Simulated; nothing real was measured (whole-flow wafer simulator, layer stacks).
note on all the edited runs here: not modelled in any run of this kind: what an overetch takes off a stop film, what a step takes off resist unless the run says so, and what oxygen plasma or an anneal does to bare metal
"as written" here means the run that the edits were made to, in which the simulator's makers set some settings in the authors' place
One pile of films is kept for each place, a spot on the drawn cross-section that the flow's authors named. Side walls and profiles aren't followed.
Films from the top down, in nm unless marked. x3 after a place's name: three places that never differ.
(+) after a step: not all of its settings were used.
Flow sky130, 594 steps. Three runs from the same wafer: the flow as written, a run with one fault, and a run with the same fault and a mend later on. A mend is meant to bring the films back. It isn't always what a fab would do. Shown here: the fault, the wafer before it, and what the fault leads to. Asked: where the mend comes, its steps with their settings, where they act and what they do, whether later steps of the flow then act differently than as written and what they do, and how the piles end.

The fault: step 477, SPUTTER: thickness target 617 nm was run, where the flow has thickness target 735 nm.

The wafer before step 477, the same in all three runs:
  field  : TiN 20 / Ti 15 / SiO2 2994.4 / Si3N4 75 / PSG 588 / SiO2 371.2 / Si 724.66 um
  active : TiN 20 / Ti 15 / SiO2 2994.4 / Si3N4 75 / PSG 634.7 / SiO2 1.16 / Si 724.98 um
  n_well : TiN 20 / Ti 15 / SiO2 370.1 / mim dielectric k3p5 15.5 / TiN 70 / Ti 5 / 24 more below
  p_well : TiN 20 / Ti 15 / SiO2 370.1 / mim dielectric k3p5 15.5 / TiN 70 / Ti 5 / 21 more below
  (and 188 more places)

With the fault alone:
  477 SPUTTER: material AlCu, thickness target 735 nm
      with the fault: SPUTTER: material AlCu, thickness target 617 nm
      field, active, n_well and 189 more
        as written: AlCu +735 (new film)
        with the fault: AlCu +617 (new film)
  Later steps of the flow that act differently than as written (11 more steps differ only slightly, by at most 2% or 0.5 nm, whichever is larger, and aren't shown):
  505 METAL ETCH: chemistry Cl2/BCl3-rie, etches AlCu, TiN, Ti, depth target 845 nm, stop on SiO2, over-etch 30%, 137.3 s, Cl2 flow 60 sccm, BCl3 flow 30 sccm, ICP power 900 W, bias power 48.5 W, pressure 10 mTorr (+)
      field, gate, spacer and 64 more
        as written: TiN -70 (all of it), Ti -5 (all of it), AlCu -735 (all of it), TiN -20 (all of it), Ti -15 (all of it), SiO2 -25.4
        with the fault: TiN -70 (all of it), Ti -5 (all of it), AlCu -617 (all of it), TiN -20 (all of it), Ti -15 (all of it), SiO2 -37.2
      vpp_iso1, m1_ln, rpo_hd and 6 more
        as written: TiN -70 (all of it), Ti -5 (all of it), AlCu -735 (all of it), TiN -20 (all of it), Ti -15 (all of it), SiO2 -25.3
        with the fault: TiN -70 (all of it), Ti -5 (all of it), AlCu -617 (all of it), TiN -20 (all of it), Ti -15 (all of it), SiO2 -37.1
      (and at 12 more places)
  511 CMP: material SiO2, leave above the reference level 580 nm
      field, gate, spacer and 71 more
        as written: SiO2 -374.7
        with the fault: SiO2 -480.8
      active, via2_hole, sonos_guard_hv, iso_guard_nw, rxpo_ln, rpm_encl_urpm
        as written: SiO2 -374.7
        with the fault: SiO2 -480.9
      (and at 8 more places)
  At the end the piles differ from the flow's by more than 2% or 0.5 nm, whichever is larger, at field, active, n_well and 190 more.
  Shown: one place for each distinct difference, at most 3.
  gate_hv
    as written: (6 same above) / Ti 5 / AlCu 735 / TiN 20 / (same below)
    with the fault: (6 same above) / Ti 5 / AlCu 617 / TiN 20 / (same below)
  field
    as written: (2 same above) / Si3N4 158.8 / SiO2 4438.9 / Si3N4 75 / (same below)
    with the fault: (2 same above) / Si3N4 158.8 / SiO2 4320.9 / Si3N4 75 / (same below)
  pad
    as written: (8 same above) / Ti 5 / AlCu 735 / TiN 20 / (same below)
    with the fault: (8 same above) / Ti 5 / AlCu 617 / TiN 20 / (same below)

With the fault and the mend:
  The mend comes after step 477.
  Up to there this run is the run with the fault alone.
  477a SPUTTER: material AlCu, thickness target 118 nm (the flow's step 477 once more, with other settings)
      field, active, n_well and 189 more
        AlCu +118
  No later step of the flow acts differently than as written at any place that is followed.
  At the end the piles are the same as the flow's at every place that both follow.
